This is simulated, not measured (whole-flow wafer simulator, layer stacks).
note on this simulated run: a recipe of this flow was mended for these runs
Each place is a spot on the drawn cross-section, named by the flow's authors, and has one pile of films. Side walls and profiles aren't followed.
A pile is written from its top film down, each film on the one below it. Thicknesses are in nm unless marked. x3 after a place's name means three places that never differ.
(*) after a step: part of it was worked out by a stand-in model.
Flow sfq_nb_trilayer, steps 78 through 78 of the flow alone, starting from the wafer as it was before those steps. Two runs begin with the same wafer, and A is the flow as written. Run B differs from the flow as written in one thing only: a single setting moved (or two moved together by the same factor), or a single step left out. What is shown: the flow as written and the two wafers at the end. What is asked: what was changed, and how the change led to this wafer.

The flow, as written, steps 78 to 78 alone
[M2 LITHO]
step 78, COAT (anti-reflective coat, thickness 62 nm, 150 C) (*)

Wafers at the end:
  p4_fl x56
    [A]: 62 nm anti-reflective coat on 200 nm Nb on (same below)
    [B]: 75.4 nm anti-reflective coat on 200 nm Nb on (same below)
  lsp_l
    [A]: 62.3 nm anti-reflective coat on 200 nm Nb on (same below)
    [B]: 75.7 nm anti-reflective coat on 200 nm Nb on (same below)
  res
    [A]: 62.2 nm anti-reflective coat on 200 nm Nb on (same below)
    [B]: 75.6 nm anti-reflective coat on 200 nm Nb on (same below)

Cause: step 78, COAT: thickness 75.4 nm was run, though the flow has thickness 62 nm.
The wafer lets one read it off: p4_fl x56 has anti-reflective coat 75.4, and step 78 as written asks for 62 nm.

Step by step, how the change led to this:
  step 78, COAT (anti-reflective coat, thickness 62 nm, 150 C) (*)
      p4_fl x56, wl_j_sl x16, l0r_line_l x3, m0r_space_l x2: A anti-reflective coat gains 62 (new film) | B anti-reflective coat gains 75.4 (new film)
      lsp_l, ln_m5, lsp_m, ln_m6, lsp_r, l0_sur, l0v: A anti-reflective coat gains 62.3 (new film) | B anti-reflective coat gains 75.7 (new film)
      (and at 22 other places as well)
